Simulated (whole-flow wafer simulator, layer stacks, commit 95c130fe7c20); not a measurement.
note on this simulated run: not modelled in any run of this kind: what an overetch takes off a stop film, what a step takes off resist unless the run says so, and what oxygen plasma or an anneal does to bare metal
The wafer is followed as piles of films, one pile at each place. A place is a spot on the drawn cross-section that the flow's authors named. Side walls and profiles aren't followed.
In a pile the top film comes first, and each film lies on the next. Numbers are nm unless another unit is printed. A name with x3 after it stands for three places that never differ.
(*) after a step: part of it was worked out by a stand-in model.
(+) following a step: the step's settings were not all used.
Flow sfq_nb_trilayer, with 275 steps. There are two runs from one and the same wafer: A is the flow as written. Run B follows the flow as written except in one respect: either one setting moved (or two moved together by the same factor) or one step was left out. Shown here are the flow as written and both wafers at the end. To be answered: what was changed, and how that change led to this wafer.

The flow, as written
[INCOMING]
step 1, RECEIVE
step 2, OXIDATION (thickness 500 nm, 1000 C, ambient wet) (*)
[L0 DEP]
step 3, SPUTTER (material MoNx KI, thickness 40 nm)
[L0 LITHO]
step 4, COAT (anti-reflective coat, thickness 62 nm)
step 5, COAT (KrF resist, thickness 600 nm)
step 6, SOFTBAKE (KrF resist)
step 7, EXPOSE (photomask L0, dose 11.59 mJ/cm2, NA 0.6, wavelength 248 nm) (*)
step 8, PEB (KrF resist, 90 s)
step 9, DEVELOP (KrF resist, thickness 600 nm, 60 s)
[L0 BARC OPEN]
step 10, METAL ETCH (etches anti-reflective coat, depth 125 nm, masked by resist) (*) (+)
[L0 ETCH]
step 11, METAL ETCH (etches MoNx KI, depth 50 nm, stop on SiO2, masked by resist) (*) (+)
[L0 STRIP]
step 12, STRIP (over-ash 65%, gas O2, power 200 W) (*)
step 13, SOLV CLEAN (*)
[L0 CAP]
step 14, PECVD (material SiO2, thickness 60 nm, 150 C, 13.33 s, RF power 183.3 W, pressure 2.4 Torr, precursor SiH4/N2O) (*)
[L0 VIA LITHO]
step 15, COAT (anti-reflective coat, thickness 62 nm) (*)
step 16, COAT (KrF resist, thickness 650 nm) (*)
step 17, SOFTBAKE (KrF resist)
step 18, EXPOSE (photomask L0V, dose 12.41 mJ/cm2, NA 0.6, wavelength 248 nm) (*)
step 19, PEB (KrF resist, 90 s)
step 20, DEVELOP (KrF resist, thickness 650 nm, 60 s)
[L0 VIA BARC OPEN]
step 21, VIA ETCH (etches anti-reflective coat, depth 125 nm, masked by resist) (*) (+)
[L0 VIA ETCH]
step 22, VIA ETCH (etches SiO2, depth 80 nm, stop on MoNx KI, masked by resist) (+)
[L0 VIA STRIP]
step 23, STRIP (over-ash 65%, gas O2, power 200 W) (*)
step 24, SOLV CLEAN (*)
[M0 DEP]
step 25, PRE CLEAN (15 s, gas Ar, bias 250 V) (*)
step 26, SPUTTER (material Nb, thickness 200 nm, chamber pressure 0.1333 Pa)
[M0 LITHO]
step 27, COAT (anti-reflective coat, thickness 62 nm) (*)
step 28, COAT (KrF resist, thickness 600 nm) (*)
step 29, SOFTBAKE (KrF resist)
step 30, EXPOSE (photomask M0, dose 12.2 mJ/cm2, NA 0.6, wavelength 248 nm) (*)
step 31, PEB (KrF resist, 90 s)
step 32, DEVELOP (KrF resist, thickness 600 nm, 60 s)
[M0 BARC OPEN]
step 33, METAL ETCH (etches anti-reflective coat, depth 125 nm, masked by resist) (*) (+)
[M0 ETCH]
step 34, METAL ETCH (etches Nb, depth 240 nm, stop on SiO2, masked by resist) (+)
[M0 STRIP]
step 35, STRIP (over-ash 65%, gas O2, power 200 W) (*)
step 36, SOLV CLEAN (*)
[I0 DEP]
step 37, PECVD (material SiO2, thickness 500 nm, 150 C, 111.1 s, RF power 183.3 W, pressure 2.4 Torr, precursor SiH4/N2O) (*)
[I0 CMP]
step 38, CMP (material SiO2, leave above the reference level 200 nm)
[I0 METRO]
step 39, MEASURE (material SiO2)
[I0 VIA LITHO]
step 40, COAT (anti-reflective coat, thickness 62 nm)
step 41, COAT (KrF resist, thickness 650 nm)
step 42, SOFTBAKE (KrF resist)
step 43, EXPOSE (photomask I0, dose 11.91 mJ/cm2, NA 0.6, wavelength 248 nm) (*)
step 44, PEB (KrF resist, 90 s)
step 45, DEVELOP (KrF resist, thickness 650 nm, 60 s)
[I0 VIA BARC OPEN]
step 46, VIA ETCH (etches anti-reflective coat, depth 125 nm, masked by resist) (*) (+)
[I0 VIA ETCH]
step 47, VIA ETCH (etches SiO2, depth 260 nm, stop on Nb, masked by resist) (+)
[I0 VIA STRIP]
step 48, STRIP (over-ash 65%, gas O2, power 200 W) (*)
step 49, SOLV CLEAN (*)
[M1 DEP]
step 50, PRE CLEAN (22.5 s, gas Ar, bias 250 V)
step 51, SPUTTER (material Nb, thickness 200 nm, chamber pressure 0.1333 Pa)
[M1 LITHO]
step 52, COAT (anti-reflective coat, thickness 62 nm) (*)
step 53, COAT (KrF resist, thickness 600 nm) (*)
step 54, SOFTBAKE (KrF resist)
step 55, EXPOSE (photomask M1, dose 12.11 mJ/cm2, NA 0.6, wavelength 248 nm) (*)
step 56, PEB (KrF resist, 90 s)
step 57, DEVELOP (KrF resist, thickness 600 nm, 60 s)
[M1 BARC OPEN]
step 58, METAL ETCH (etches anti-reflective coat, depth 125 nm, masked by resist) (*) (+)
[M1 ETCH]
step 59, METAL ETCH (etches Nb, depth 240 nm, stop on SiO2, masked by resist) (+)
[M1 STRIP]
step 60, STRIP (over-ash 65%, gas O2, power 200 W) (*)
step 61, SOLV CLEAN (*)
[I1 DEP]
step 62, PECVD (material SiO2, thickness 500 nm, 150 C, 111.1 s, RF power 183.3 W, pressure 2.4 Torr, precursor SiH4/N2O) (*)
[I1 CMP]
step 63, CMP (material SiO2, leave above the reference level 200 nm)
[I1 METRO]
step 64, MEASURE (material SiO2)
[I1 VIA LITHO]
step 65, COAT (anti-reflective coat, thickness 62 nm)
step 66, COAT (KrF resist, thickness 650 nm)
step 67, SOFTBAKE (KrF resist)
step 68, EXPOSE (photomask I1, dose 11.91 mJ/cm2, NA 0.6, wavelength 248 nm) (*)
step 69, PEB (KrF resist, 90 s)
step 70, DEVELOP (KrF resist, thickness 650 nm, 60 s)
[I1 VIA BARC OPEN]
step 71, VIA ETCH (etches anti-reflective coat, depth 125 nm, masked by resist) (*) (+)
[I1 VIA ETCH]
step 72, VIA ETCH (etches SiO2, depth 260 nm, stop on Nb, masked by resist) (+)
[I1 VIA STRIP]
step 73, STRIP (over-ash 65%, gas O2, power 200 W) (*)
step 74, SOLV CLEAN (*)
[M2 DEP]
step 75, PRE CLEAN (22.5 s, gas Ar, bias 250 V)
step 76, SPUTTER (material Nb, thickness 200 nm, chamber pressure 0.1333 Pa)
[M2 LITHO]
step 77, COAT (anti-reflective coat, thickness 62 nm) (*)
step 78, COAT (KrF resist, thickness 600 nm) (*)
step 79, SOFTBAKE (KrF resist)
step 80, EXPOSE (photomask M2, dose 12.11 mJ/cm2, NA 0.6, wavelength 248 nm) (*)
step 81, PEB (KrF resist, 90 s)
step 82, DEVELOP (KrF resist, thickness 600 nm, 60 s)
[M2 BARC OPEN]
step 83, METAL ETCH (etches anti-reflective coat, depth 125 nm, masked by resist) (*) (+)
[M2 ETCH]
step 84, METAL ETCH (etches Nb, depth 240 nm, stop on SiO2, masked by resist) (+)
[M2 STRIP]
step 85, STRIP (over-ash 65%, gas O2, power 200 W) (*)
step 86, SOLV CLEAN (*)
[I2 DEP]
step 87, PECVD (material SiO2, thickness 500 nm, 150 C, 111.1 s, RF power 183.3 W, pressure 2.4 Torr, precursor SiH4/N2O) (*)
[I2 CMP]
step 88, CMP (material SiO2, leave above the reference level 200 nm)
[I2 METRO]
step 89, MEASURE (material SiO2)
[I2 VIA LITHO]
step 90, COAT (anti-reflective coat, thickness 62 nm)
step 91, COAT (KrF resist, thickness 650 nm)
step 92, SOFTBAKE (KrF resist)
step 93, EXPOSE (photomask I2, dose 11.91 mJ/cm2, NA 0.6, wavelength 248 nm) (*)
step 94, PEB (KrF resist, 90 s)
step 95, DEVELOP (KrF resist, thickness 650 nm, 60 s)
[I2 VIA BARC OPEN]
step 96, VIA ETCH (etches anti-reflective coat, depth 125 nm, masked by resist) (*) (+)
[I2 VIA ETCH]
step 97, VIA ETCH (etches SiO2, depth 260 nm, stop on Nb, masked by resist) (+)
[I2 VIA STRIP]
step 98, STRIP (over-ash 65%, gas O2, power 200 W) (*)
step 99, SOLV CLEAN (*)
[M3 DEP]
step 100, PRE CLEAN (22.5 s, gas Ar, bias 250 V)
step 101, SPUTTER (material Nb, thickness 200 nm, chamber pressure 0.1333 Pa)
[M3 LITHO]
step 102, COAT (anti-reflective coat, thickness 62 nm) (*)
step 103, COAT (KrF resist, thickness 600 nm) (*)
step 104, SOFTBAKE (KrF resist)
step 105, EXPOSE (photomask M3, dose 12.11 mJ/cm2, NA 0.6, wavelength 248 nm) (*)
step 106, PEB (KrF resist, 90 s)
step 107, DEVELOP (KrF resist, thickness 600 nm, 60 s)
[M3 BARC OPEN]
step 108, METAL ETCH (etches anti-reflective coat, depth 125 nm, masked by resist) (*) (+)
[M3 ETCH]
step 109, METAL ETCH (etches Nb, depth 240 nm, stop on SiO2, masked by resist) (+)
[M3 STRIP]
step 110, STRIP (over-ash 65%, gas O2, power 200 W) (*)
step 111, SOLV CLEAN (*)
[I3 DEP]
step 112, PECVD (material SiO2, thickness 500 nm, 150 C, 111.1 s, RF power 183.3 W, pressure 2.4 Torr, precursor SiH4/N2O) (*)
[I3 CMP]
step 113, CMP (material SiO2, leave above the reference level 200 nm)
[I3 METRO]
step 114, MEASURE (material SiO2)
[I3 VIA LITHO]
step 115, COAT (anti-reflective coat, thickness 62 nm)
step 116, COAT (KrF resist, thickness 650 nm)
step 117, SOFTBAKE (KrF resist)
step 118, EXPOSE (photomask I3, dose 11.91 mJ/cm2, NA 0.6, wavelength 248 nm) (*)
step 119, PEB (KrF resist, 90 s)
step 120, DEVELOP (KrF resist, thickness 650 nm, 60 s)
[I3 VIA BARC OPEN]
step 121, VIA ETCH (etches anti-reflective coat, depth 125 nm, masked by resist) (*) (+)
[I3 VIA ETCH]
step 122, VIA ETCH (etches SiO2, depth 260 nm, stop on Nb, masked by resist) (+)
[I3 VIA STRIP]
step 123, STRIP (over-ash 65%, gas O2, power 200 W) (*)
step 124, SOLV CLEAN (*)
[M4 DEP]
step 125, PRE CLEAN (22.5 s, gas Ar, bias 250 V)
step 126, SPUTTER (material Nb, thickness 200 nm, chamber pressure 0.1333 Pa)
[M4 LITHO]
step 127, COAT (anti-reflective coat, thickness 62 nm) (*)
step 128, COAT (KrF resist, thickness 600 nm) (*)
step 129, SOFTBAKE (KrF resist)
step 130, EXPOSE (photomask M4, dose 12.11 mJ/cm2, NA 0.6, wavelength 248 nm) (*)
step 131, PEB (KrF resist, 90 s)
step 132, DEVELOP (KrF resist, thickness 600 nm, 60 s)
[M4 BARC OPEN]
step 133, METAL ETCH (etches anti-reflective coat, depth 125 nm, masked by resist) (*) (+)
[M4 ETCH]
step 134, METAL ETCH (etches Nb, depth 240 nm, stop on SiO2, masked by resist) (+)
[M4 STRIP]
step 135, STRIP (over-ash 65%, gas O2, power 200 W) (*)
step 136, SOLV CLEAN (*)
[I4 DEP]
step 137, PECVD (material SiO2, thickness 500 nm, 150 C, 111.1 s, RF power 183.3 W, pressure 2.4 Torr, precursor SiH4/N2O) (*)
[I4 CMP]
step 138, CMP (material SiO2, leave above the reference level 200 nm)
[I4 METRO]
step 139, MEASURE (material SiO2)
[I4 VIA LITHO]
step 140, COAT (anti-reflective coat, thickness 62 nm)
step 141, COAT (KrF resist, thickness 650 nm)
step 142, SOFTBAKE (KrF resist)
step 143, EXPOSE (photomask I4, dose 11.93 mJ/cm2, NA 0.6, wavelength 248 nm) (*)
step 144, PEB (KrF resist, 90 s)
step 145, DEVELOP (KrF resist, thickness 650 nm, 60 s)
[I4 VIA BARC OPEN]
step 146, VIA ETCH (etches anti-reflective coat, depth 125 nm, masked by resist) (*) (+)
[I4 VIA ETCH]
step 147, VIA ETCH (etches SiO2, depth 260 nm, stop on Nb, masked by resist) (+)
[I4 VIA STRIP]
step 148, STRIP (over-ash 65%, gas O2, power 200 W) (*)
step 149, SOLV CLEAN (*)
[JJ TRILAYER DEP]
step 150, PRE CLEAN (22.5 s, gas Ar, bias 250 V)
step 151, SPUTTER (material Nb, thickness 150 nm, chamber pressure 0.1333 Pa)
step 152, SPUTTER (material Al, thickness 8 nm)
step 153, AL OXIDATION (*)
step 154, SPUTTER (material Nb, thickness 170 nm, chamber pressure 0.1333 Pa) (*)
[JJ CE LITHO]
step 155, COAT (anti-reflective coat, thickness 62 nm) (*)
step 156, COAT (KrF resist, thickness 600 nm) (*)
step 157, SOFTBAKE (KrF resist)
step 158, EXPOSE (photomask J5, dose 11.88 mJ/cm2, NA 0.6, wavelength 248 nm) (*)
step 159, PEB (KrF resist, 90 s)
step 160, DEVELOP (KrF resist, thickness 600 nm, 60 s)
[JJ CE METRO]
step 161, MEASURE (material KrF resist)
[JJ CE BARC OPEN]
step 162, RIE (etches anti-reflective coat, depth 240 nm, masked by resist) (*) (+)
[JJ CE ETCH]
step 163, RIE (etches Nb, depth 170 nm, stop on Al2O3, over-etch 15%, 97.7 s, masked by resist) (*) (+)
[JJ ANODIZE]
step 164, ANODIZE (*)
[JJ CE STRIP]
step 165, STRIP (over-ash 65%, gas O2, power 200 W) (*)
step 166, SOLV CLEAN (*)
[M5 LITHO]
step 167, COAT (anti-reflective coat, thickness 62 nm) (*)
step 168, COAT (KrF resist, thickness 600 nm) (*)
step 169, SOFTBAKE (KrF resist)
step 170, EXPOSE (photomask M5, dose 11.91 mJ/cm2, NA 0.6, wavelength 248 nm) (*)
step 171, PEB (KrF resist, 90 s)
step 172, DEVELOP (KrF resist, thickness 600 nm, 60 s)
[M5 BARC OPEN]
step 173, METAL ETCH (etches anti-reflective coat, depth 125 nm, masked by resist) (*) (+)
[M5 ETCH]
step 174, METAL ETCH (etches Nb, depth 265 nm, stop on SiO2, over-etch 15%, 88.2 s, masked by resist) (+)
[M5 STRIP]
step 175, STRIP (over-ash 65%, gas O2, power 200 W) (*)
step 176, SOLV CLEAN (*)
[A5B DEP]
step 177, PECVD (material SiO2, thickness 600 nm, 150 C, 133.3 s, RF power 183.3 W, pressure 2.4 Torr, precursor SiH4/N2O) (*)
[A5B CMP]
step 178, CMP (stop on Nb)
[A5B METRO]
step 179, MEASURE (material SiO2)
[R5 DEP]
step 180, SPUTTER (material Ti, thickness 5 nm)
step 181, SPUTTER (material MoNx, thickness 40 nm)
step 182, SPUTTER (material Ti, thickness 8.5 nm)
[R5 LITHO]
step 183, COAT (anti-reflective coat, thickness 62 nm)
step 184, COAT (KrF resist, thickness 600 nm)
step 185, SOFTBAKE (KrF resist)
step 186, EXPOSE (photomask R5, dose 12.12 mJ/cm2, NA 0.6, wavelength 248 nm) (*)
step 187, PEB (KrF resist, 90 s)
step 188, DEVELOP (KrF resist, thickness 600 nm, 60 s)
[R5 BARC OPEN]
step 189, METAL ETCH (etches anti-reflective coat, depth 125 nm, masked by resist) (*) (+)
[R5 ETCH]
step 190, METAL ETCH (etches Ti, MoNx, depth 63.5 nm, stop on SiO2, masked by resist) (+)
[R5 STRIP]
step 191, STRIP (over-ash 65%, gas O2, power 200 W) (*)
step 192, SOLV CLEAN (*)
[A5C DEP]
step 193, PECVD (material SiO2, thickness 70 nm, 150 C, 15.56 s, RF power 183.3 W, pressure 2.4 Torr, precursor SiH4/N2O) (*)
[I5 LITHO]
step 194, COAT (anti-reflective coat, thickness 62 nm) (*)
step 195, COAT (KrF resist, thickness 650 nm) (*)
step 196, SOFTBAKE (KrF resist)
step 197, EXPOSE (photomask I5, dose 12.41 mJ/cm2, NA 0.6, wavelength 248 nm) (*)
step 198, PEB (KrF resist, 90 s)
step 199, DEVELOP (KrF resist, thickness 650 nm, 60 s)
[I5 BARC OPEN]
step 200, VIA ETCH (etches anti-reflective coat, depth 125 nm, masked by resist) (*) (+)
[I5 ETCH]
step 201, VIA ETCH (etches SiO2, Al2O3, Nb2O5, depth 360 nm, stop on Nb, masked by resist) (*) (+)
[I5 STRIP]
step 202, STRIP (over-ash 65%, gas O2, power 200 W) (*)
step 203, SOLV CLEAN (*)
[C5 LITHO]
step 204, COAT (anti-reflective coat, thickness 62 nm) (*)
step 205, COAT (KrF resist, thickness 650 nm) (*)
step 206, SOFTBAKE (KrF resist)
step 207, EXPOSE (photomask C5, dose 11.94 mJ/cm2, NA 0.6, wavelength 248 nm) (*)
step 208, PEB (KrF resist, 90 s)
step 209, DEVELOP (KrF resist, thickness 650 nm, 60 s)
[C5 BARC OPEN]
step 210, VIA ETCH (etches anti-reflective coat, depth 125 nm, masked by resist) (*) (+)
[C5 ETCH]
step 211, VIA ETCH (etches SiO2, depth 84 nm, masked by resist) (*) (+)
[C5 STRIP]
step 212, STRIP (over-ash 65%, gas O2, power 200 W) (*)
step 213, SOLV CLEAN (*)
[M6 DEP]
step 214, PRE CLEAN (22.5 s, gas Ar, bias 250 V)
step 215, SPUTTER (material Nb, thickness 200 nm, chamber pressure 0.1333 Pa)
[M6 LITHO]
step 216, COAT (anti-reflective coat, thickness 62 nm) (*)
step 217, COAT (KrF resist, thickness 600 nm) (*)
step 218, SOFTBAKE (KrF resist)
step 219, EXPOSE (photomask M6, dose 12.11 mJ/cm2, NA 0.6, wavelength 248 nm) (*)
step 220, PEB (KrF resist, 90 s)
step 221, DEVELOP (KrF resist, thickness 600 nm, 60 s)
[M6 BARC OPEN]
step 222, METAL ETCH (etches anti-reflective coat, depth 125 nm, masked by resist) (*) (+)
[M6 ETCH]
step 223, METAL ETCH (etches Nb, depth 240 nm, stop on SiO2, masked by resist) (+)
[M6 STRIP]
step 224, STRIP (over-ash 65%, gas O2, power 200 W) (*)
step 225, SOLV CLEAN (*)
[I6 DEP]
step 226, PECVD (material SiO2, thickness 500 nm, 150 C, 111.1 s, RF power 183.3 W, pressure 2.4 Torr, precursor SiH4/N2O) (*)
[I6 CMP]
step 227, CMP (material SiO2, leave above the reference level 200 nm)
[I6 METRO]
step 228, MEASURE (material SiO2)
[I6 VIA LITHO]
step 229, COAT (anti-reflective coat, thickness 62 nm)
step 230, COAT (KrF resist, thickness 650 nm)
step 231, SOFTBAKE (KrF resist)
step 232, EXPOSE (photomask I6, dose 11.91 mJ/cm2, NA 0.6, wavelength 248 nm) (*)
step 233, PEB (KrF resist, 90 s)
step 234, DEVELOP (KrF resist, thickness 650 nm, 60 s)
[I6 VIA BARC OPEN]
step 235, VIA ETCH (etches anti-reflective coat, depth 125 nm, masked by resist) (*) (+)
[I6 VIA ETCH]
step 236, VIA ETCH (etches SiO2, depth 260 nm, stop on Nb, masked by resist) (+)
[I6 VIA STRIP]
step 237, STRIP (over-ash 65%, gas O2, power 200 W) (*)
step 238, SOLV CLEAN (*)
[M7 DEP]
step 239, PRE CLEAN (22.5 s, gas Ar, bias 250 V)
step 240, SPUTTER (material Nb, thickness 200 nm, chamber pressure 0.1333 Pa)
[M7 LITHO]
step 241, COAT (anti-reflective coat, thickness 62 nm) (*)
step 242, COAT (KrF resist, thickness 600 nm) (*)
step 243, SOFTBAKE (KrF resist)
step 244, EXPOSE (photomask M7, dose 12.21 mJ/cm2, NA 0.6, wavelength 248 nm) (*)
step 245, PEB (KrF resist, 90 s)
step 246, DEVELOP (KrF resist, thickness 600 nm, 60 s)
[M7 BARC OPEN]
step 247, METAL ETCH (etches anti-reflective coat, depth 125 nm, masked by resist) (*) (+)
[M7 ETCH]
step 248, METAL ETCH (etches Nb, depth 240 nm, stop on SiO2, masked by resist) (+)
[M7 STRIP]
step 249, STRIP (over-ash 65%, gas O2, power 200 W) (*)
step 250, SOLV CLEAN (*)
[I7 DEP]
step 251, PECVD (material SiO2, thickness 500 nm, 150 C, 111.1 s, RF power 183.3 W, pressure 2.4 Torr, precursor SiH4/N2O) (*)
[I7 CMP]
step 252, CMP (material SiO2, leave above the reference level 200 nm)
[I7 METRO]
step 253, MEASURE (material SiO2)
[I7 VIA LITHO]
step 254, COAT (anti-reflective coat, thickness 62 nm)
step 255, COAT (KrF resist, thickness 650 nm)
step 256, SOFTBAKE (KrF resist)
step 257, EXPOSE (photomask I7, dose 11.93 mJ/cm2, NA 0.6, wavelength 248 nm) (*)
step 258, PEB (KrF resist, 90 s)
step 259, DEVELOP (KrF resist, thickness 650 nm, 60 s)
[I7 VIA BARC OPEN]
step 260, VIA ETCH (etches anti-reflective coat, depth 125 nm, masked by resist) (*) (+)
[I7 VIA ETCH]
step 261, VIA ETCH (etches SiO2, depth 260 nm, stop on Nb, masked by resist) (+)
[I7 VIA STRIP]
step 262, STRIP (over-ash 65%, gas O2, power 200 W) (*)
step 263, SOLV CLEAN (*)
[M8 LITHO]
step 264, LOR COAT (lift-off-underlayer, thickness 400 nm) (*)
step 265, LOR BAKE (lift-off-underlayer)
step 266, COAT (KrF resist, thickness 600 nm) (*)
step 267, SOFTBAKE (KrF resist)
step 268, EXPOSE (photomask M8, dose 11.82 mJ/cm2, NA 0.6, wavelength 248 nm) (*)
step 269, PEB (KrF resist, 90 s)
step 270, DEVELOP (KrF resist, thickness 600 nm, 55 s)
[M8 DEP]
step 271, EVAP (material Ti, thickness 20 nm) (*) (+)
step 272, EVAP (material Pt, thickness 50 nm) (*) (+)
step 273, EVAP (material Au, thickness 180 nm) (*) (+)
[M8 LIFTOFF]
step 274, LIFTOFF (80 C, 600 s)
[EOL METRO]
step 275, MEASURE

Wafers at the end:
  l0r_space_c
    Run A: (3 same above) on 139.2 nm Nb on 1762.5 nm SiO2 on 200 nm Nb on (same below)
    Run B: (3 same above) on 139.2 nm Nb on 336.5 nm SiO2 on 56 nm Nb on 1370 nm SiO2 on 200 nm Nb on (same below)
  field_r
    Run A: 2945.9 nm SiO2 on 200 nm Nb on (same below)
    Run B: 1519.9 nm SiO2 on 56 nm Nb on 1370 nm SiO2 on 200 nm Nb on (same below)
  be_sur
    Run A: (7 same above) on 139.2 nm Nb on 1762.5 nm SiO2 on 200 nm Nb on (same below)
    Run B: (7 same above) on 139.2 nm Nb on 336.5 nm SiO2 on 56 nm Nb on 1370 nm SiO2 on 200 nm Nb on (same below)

Cause: step 134, METAL ETCH: depth 144 nm was run, though the flow has depth 240 nm.

The path from the change to this, step by step:
  step 134, METAL ETCH (etches Nb, depth 240 nm, stop on SiO2, masked by resist) (+)
      field_l, be, be_sur and 64 more: A -200 Nb (all of it) | B -144 Nb
      v_sur, via_wl, via_w and 36 more: A -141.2 KrF resist | B -84.7 KrF resist
  step 135, STRIP (over-ash 65%, gas O2, power 200 W) (*)
      p4_fl x3, p4_w1 x9, p4_g1 x2 and 15 more: A -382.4 KrF resist (all of it), -62 anti-reflective coat (all of it) | B -438.9 KrF resist (all of it), -62 anti-reflective coat (all of it)
      ln_m5, lsp_m, ln_m6: A -381.9 KrF resist (all of it), -61.8 anti-reflective coat (all of it) | B -438.4 KrF resist (all of it), -61.8 anti-reflective coat (all of it)
      (as well as at 7 more places)
  step 137, PECVD (material SiO2, thickness 500 nm, 150 C, 111.1 s, RF power 183.3 W, pressure 2.4 Torr, precursor SiH4/N2O) (*)
      field_l, be, be_sur and 55 more: A +500 SiO2 | B +500 SiO2 (new film)
      p3_s0 x6: A +557.1 SiO2 | B +501.1 SiO2 (new film)
      (as well as at 3 more places)
  step 138, CMP (material SiO2, leave above the reference level 200 nm)
      field_l, be, be_sur and 55 more: A -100 SiO2 | B -156 SiO2
      lsp_r, l0_sur, l0v: A -91.9 SiO2 | B -150.2 SiO2
With metal films that touch counted as one body, l0r_space_c has 3 bodies (between them, from the top down: SiO2 336.5; SiO2 1370); the flow as written gives 2 bodies (between them, from the top down: SiO2 1762.5).
With metal films that touch counted as one body, field_r has 2 bodies (between them, from the top down: SiO2 1370); the flow as written gives 1 body.
With metal films that touch counted as one body, be_sur has 5 bodies (between them, from the top down: SiO2 192.5; SiO2 209 / Al2O3 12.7 / Nb2O5 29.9; SiO2 336.5; SiO2 1370); the flow as written gives 4 bodies (between them, from the top down: SiO2 192.5; SiO2 209 / Al2O3 12.7 / Nb2O5 29.9; SiO2 1762.5).
